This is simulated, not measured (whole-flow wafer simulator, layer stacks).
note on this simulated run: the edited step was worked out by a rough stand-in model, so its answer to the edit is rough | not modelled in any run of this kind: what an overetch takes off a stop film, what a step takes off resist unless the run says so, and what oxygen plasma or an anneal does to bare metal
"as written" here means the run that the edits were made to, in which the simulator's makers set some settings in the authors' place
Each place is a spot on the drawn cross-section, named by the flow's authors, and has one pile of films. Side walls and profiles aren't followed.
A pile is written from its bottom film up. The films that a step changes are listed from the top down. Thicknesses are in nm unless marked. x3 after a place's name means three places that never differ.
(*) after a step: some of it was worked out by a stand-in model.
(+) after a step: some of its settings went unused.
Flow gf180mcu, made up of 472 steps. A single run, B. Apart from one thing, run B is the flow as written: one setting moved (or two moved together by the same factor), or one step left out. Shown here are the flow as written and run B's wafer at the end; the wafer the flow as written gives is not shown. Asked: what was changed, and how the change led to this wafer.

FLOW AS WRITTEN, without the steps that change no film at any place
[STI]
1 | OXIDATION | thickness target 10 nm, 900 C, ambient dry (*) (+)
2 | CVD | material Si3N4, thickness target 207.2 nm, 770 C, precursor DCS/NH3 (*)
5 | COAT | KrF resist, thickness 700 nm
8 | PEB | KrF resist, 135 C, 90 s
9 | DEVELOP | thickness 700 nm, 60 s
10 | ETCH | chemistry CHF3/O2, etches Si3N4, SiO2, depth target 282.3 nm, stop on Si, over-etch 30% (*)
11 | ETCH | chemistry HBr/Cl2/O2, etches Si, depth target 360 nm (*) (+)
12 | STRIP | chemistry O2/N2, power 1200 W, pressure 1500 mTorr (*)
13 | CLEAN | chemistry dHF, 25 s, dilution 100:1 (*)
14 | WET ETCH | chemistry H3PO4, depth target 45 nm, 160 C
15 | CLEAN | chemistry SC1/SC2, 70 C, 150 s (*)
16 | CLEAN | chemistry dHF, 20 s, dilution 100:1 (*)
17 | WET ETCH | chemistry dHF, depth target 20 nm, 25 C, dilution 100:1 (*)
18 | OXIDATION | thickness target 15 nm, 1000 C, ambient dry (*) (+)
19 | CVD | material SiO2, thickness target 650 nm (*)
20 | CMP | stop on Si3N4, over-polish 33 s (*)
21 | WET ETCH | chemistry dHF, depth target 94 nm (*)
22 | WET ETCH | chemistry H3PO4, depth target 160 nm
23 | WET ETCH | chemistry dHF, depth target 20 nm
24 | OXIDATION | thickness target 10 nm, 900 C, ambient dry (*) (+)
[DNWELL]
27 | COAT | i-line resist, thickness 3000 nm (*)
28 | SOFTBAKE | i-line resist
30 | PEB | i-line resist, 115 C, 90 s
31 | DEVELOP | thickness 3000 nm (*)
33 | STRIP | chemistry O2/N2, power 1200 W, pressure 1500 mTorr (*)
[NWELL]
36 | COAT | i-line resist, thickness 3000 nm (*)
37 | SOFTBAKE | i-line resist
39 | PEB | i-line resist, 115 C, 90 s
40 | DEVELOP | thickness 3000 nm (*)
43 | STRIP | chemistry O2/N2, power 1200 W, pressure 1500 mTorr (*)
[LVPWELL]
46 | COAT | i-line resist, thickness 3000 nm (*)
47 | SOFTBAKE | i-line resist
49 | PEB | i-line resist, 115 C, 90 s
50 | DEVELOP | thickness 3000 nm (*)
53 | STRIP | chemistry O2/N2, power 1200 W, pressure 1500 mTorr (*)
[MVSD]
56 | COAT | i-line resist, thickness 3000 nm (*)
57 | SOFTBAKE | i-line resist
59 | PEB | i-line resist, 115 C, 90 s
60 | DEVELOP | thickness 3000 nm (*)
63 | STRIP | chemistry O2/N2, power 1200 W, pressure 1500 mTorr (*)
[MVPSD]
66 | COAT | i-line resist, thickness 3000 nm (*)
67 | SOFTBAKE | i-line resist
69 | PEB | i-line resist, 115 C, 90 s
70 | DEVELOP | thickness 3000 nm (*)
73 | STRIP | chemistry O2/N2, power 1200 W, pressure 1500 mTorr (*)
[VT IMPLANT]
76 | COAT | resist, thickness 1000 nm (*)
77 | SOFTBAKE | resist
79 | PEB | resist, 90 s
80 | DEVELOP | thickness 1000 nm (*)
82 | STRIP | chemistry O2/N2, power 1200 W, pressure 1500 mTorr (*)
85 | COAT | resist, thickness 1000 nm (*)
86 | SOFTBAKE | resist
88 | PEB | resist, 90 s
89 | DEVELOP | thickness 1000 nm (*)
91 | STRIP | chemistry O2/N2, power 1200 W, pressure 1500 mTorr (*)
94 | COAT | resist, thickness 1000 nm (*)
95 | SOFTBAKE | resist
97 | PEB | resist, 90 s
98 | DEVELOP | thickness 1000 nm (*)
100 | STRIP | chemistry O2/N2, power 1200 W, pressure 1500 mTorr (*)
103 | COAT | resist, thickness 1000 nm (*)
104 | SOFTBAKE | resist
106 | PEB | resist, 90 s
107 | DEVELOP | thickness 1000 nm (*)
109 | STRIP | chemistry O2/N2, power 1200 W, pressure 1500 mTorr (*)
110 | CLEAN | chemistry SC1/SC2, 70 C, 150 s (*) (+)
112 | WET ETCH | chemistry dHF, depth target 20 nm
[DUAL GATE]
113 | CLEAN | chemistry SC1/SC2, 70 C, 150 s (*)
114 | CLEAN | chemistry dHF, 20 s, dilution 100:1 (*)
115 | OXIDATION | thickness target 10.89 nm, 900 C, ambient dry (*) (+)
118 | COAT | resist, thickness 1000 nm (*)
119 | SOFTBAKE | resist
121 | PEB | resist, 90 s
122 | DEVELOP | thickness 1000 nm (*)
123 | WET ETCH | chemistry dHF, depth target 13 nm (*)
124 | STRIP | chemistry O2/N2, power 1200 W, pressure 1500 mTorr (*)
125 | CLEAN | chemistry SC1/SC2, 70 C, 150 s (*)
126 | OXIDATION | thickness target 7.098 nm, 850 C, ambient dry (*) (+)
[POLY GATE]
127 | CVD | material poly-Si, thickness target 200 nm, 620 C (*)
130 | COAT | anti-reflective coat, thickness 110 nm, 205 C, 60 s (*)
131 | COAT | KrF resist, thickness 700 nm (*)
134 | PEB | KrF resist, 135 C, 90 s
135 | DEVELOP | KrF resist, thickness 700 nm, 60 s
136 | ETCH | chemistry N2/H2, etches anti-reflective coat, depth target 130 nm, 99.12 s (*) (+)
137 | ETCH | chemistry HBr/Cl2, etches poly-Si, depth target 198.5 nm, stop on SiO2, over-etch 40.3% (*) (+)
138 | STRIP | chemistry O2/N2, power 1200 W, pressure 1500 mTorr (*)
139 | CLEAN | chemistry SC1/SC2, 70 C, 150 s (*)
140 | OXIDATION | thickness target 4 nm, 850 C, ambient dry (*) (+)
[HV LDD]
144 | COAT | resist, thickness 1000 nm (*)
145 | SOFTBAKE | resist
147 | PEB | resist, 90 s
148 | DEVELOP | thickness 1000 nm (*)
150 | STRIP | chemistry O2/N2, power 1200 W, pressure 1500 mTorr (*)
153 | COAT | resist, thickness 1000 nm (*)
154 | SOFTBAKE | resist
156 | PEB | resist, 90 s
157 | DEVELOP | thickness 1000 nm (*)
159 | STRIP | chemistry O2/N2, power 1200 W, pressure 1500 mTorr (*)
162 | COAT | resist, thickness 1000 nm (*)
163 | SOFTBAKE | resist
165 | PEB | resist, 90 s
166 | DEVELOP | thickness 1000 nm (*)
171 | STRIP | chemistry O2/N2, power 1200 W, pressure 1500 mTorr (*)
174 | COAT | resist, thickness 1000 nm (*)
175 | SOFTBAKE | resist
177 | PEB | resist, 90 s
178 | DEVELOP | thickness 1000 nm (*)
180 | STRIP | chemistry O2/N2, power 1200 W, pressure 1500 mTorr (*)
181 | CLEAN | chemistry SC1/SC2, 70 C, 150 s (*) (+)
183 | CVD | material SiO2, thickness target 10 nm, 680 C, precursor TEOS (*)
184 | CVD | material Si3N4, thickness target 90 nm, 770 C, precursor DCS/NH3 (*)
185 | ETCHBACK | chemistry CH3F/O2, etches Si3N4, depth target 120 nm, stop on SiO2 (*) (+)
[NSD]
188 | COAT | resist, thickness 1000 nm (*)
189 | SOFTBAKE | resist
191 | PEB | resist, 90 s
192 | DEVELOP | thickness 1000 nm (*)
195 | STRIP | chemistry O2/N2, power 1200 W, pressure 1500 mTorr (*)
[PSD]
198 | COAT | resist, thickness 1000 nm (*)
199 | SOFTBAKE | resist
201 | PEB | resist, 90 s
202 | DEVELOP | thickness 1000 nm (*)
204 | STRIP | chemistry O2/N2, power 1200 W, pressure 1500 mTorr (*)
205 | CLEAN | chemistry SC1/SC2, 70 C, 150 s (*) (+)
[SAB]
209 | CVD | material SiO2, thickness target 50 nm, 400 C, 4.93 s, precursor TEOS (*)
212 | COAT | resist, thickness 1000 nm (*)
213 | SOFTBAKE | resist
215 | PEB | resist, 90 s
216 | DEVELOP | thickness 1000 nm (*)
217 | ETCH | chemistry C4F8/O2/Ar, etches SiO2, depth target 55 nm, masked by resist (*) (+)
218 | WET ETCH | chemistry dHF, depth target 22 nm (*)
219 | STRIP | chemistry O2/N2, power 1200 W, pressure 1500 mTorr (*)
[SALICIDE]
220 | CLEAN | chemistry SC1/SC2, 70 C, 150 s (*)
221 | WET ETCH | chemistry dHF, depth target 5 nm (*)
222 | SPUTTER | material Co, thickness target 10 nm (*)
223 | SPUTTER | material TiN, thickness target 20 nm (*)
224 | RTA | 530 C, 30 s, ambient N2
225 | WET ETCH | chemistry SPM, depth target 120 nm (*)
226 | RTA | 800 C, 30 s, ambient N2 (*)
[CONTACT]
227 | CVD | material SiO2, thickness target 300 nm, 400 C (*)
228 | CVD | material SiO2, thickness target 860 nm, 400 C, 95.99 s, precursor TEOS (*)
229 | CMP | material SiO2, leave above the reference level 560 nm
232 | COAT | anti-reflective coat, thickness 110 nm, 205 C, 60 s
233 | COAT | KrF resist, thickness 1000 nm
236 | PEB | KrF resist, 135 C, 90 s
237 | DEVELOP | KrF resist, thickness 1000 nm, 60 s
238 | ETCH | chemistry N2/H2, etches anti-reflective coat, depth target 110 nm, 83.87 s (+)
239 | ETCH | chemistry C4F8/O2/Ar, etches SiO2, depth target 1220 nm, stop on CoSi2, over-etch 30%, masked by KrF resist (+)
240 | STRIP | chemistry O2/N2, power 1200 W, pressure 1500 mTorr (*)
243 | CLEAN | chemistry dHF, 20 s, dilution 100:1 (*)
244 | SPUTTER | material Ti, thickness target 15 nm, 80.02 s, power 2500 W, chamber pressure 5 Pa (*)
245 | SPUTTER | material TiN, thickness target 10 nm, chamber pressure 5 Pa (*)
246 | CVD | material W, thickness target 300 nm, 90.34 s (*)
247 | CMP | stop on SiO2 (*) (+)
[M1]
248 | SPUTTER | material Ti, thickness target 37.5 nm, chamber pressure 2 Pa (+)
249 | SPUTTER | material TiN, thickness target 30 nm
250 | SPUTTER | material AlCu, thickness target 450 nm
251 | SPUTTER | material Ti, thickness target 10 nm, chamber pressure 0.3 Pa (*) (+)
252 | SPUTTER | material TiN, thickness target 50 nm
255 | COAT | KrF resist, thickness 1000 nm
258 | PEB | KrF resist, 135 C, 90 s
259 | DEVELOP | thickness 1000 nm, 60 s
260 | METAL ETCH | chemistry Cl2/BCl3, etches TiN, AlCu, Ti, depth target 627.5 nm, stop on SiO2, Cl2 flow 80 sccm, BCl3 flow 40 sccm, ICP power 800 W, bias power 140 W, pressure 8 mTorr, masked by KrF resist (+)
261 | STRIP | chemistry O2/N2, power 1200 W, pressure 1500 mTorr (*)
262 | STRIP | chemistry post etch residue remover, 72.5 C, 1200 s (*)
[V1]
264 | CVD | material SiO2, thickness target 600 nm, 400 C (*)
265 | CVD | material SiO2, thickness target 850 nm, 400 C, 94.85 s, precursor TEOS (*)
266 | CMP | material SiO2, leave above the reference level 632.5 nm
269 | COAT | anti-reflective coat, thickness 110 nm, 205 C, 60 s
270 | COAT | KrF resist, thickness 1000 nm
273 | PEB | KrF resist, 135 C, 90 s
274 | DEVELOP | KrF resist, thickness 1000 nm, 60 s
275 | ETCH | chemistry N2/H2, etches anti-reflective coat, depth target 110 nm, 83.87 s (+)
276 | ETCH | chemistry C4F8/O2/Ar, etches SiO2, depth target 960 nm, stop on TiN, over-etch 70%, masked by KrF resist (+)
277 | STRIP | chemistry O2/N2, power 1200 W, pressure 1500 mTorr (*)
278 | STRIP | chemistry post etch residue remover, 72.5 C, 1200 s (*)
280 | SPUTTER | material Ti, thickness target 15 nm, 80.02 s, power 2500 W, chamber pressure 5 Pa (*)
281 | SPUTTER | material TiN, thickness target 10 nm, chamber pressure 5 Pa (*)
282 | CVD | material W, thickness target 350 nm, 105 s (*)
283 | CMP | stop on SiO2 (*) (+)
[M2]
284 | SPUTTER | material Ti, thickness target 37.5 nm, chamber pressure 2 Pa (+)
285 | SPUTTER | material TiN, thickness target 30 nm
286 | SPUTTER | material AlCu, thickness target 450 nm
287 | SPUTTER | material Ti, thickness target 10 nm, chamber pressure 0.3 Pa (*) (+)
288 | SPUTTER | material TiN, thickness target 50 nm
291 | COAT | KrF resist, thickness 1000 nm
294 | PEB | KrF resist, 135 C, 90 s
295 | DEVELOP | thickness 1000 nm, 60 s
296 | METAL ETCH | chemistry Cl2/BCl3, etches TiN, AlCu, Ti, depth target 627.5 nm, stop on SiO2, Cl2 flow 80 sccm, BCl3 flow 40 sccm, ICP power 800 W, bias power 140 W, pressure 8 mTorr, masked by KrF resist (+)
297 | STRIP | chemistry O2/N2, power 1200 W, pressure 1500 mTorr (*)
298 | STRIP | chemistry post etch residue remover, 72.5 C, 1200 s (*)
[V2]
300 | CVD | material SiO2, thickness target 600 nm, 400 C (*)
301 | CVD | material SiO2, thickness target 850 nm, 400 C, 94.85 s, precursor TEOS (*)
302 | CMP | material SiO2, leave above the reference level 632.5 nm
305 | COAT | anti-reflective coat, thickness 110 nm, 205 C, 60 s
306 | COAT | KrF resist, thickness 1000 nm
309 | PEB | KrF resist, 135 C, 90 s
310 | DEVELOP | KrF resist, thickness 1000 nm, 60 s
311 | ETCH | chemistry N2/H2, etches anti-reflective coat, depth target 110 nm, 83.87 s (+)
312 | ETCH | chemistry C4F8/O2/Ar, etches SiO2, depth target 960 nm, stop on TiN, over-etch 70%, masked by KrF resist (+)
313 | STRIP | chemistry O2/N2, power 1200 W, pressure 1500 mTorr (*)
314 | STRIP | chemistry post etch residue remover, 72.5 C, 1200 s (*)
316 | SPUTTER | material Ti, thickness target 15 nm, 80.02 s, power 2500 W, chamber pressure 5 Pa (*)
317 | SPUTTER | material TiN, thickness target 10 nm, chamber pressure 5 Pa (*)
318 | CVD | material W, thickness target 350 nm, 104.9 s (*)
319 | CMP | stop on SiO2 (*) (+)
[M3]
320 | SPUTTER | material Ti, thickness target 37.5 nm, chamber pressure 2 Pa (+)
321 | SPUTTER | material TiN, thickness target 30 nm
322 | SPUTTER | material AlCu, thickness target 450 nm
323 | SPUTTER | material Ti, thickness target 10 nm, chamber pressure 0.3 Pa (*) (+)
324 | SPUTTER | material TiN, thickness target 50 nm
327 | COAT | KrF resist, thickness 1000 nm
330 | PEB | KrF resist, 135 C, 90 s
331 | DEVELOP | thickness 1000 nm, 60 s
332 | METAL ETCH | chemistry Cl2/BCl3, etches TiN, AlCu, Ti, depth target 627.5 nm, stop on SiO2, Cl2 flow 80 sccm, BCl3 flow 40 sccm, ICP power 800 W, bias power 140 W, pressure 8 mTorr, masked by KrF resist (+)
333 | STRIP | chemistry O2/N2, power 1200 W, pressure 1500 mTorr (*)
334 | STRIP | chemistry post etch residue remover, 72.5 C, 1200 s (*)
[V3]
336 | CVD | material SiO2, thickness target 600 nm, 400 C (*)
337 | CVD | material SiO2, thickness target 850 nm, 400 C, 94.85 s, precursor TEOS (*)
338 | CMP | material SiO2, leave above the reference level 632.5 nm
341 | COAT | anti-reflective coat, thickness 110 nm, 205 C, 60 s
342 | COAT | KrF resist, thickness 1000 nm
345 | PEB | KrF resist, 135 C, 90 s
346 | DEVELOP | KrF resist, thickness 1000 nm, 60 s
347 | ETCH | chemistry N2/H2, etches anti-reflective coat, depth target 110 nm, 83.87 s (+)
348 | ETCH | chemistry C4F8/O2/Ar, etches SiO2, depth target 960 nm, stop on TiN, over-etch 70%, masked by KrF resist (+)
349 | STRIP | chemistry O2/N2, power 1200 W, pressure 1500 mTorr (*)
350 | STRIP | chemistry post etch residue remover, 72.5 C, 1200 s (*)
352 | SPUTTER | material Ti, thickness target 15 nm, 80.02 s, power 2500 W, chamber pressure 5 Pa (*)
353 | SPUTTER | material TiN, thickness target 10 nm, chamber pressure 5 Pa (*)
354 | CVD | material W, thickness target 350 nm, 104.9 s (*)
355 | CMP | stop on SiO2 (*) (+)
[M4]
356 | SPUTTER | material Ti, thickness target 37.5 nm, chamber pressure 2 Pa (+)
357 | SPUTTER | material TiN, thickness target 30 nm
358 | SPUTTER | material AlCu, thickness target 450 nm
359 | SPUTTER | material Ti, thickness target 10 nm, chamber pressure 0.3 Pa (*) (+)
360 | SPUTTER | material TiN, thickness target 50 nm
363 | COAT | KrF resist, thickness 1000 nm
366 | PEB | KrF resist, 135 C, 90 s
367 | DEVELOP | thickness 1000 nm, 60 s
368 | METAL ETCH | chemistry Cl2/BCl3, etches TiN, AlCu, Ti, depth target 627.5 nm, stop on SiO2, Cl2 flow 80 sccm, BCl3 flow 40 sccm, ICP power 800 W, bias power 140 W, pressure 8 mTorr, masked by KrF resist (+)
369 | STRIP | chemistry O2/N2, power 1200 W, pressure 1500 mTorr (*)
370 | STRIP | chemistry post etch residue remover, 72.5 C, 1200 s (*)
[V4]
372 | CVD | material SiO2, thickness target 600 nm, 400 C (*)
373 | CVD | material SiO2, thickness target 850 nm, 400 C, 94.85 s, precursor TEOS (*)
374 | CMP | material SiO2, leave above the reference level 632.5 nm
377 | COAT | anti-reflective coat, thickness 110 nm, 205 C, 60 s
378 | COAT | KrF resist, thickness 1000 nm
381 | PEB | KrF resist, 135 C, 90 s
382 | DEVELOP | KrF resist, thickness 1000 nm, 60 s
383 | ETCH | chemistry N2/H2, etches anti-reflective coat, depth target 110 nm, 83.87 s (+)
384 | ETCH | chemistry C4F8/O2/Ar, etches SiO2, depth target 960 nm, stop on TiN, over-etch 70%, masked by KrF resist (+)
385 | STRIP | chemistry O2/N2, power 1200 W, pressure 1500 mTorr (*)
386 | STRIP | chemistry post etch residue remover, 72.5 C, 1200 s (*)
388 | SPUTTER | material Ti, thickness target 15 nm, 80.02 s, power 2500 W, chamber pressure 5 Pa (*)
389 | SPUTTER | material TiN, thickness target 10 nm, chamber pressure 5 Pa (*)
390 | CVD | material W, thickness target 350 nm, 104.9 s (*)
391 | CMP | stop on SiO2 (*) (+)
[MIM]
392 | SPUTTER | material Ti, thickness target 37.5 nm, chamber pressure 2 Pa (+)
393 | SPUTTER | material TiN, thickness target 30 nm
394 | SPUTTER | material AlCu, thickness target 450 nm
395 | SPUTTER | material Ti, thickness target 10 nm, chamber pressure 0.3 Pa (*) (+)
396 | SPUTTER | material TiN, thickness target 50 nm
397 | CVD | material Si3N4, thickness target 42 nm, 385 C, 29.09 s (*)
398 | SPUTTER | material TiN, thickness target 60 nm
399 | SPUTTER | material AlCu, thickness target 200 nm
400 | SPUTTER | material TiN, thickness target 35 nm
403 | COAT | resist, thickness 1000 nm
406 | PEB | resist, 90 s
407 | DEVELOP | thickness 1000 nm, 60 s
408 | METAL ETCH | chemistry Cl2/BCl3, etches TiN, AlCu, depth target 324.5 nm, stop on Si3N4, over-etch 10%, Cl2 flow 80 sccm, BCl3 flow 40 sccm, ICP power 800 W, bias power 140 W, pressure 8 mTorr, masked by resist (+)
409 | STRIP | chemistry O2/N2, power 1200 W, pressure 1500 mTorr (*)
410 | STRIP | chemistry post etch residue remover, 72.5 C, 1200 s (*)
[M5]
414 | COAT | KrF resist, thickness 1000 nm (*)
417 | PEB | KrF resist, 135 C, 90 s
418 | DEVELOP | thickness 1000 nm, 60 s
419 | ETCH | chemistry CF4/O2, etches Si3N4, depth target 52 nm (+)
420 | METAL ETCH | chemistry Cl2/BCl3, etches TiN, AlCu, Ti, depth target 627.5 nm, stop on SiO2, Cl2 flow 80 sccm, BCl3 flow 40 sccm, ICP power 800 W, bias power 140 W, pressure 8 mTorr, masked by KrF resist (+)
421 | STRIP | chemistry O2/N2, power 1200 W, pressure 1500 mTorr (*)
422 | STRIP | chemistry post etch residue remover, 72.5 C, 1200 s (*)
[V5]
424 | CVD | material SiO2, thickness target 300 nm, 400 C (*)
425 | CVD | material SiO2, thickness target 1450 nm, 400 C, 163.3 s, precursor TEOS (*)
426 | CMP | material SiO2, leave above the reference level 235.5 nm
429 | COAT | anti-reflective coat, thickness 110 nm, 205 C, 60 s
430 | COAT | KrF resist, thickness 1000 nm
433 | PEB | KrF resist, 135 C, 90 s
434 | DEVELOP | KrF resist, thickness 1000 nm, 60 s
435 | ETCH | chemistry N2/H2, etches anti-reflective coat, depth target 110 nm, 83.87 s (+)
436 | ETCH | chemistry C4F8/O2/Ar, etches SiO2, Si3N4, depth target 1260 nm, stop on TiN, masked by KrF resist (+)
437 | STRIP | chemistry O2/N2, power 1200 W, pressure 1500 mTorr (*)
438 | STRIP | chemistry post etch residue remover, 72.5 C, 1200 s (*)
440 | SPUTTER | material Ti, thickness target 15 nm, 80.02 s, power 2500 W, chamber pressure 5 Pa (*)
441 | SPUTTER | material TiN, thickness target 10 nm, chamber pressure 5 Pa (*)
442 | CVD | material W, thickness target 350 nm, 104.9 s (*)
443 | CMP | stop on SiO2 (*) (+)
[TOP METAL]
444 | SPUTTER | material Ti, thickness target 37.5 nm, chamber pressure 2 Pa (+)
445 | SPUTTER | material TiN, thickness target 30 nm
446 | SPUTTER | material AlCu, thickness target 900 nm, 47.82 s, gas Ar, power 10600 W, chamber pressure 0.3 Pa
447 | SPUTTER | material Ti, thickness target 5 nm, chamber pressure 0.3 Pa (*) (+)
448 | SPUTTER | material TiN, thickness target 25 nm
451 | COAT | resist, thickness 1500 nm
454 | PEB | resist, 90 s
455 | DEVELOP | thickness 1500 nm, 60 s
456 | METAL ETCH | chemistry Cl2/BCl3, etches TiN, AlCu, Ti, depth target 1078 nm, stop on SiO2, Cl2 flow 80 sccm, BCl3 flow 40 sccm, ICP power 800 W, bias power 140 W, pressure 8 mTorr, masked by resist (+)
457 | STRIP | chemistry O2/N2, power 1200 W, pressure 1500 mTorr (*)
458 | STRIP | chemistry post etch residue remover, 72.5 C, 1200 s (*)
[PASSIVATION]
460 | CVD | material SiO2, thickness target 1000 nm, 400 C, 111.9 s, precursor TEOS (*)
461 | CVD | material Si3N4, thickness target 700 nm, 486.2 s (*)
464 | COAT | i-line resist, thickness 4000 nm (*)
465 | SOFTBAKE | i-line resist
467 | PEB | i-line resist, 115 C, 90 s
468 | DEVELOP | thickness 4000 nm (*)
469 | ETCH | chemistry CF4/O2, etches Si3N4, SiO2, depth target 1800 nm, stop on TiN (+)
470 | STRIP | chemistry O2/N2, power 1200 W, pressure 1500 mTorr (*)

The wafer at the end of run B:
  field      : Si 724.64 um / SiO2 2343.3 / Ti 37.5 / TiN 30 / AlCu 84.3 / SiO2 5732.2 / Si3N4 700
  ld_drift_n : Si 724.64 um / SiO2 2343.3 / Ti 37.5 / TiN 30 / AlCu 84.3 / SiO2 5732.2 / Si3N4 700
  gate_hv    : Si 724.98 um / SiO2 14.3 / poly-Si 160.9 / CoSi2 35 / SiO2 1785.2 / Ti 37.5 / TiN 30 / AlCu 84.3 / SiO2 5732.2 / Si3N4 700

Cause: step 281, SPUTTER: thickness target 6.7 nm was run, whereas the flow has thickness target 10 nm; step 296, METAL ETCH: depth target 420 nm was run, where the flow has depth target 627.5 nm.

Step by step, how the change led to this:
  281 | SPUTTER | material TiN, thickness target 10 nm, chamber pressure 5 Pa (*)
      field, field__w1, field__w2 and 107 more: +6.7 TiN (new film) (in the flow as written it would be: +10 TiN (new film))
      contact: +4.29 TiN (new film) (in the flow as written it would be: +6.4 TiN (new film))
  283 | CMP | stop on SiO2 (*) (+)
      field, field__w1, field__w2 and 107 more: -350 W (all of it), -6.7 TiN (all of it), -15 Ti (all of it), -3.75 SiO2 (in the flow as written it would be: -350 W (all of it), -10 TiN (all of it), -15 Ti (all of it), -3.78 SiO2)
  296 | METAL ETCH | chemistry Cl2/BCl3, etches TiN, AlCu, Ti, depth target 627.5 nm, stop on SiO2, Cl2 flow 80 sccm, BCl3 flow 40 sccm, ICP power 800 W, bias power 140 W, pressure 8 mTorr, masked by KrF resist (+)
      field, field__w1, field__w2 and 103 more: -50 TiN (all of it), -10 Ti (all of it), -360 AlCu (in the flow as written it would be: -50 TiN (all of it), -10 Ti (all of it), -450 AlCu (all of it), -30 TiN (all of it), -37.5 Ti (all of it))
      field__w8, contact, m1, m1__w1, m1_nw: -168 KrF resist (in the flow as written it would be: -251 KrF resist)
  297 | STRIP | chemistry O2/N2, power 1200 W, pressure 1500 mTorr (*)
      field__w8, contact, m1, m1__w1, m1_nw: -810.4 KrF resist (all of it) (in the flow as written it would be: -727.4 KrF resist (all of it))
  298 | STRIP | chemistry post etch residue remover, 72.5 C, 1200 s (*)
      field, field__w1, field__w2 and 103 more: -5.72 AlCu (in the flow as written it would be: nothing)
  300 | CVD | material SiO2, thickness target 600 nm, 400 C (*)
      field, field__w1, field__w2 and 103 more: +600 SiO2 (new film) (in the flow as written it would be: +600 SiO2)
  302 | CMP | material SiO2, leave above the reference level 632.5 nm
      field, field__w1, field__w2 and 103 more: -451.8 SiO2 (in the flow as written it would be: -300 SiO2)
Taking metal films that touch as one body, field has 1 body; the flow as written gives 0 bodies.
Taking metal films that touch as one body, ld_drift_n has 1 body; the flow as written gives 0 bodies.
Taking metal films that touch as one body, gate_hv has 2 bodies (between them, from the top down: SiO2 1785.2); the flow as written gives 1 body.
